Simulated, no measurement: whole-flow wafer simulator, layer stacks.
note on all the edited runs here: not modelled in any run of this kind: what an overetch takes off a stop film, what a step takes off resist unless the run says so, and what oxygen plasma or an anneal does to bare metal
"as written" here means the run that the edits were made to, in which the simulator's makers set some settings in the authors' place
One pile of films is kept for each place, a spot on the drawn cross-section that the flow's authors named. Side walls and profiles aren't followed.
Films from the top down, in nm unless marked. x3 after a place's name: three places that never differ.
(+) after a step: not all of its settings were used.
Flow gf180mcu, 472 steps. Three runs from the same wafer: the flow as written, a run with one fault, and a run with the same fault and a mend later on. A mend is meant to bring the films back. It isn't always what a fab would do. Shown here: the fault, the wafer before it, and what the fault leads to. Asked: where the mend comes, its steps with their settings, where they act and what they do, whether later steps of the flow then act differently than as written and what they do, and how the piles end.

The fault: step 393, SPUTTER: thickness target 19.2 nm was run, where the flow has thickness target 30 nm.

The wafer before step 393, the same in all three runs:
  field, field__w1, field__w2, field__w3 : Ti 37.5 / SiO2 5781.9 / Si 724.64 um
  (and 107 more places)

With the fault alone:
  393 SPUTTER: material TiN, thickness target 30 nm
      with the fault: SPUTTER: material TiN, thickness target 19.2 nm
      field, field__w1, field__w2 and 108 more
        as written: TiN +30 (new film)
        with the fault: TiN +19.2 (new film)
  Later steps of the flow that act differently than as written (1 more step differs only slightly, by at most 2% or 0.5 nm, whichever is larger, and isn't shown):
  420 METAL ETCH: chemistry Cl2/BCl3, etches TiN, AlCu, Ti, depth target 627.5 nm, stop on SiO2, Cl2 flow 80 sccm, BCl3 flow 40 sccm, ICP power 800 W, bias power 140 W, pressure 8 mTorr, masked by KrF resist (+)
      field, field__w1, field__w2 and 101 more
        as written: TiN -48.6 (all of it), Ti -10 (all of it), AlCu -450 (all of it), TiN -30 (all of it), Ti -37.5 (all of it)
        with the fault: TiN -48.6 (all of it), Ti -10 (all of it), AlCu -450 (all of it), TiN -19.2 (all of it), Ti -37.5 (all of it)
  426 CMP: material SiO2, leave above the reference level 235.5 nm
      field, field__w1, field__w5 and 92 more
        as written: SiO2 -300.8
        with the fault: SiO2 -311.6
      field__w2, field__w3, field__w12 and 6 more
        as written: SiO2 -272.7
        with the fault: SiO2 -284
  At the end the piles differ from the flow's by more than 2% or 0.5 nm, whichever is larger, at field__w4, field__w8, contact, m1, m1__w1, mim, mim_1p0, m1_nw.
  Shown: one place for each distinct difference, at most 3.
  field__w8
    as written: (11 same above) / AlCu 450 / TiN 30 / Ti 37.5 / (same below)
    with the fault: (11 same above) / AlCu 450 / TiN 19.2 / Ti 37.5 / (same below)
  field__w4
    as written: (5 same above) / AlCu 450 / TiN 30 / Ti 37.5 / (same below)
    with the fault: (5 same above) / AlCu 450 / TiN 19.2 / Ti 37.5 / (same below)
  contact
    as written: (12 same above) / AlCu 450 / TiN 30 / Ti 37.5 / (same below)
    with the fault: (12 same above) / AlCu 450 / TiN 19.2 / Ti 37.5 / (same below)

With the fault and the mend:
  The mend comes after step 393.
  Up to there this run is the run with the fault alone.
  393a SPUTTER: material TiN, thickness target 10.8 nm (the flow's step 393 once more, with other settings)
      field, field__w1, field__w2 and 108 more
        TiN +10.8
  No later step of the flow acts differently than as written at any place that is followed.
  At the end the piles are the same as the flow's at every place that both follow.
